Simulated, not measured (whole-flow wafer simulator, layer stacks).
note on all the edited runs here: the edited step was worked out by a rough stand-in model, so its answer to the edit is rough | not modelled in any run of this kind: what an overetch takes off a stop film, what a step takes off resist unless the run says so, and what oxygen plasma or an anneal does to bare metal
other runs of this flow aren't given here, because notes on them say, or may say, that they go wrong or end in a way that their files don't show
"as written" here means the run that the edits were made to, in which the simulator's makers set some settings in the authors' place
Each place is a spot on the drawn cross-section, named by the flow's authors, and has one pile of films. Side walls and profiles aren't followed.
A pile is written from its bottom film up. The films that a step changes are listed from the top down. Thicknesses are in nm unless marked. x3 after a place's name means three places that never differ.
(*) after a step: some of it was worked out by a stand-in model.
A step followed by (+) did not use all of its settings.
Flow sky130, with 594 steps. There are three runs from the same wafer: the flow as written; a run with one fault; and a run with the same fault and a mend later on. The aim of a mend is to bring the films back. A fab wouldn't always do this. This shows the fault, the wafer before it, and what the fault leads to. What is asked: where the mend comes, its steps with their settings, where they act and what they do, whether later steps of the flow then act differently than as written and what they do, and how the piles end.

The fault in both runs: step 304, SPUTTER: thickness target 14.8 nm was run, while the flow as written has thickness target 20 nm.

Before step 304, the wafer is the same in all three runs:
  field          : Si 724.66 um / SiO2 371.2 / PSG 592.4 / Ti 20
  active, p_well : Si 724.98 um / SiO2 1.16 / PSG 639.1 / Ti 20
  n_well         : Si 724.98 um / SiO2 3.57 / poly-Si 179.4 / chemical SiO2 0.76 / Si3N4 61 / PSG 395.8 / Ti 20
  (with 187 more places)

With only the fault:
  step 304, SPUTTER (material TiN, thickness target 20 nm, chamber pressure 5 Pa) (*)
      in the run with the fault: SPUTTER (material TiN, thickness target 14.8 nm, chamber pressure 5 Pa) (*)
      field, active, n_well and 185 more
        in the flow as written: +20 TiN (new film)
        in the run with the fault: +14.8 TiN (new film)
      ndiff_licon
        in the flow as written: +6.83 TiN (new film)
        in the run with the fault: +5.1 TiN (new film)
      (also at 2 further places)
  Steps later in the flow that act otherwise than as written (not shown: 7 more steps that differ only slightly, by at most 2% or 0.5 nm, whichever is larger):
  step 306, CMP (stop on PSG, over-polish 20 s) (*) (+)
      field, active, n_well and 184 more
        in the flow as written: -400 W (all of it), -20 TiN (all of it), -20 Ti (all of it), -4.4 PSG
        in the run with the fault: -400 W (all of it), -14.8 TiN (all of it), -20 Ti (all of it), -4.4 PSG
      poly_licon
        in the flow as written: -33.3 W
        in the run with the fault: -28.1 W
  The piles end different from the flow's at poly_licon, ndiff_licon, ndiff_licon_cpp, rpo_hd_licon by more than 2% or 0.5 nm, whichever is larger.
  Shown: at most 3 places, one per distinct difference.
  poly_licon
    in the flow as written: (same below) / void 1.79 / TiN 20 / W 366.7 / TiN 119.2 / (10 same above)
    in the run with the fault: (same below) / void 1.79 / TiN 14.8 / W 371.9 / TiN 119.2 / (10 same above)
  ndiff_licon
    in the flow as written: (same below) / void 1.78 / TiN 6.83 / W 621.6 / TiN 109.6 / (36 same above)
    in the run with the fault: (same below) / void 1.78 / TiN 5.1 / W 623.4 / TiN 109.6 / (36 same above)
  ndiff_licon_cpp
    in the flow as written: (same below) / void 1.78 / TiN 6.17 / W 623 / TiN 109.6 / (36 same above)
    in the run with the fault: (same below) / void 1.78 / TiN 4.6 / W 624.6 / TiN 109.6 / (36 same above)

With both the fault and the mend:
  The mend stands after step 304.
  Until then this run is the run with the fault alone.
  step 304a, SPUTTER (material TiN, thickness target 5.2 nm, chamber pressure 5 Pa) (*) (the flow's step 304 again, with other settings)
      field, active, n_well and 185 more
        +5.2 TiN
      ndiff_licon
        +1.74 TiN
      ndiff_licon_cpp
        +1.57 TiN
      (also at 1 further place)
  Every later step of the flow that is run acts as written, at every place that is followed, to within 2% or 0.5 nm, whichever is larger.
  At the end the piles are close to the flow's at the places that both follow, differing by at most 2% or 0.5 nm, whichever is larger.
